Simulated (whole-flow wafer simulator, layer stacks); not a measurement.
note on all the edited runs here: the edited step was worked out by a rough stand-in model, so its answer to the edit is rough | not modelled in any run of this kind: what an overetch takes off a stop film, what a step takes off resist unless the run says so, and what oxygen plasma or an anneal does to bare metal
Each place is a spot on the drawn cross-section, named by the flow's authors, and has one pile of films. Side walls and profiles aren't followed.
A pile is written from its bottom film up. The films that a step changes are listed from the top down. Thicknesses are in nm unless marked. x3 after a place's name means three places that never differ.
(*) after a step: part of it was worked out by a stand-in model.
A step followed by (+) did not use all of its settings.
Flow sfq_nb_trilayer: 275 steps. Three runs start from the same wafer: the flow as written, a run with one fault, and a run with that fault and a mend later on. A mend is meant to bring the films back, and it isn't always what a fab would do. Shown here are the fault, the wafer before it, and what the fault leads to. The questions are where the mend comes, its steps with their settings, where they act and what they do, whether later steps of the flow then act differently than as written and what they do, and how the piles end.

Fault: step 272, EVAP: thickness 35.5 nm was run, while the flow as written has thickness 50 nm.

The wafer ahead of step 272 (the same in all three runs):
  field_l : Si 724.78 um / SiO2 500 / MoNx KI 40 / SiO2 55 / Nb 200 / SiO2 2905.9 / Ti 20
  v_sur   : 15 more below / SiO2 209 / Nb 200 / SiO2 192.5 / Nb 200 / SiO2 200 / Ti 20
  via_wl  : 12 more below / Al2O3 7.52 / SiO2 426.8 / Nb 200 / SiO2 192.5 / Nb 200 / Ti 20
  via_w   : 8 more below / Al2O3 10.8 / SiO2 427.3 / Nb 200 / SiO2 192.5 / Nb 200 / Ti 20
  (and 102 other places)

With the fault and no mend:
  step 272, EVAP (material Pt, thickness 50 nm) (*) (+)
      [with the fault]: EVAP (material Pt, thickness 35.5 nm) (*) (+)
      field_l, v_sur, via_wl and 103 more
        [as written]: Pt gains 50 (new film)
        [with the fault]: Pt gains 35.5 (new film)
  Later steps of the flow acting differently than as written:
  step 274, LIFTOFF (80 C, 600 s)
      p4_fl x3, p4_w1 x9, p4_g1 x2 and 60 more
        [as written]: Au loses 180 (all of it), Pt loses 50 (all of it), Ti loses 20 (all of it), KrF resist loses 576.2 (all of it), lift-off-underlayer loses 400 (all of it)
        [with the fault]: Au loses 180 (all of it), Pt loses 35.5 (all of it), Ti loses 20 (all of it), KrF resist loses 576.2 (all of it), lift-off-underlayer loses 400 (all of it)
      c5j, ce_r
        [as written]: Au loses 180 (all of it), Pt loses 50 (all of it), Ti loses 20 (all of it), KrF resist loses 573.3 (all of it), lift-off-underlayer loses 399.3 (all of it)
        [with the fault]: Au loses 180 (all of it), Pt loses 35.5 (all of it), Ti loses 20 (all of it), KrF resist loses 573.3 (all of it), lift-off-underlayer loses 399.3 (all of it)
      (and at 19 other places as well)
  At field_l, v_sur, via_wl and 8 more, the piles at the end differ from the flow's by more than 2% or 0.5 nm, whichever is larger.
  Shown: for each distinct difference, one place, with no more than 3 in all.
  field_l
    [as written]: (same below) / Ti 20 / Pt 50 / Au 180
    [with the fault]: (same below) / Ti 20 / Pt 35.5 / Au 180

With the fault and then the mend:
  The mend follows step 272.
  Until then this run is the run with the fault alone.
  step 272a, EVAP (material Pt, thickness 14.5 nm) (*) (+) (the flow's step 272 again, with other settings)
      field_l, v_sur, via_wl and 103 more
        Pt gains 14.5
  Later steps of the flow that are run all act as written at every place that is followed.
  By the end, the piles equal the flow's at every place that both follow.
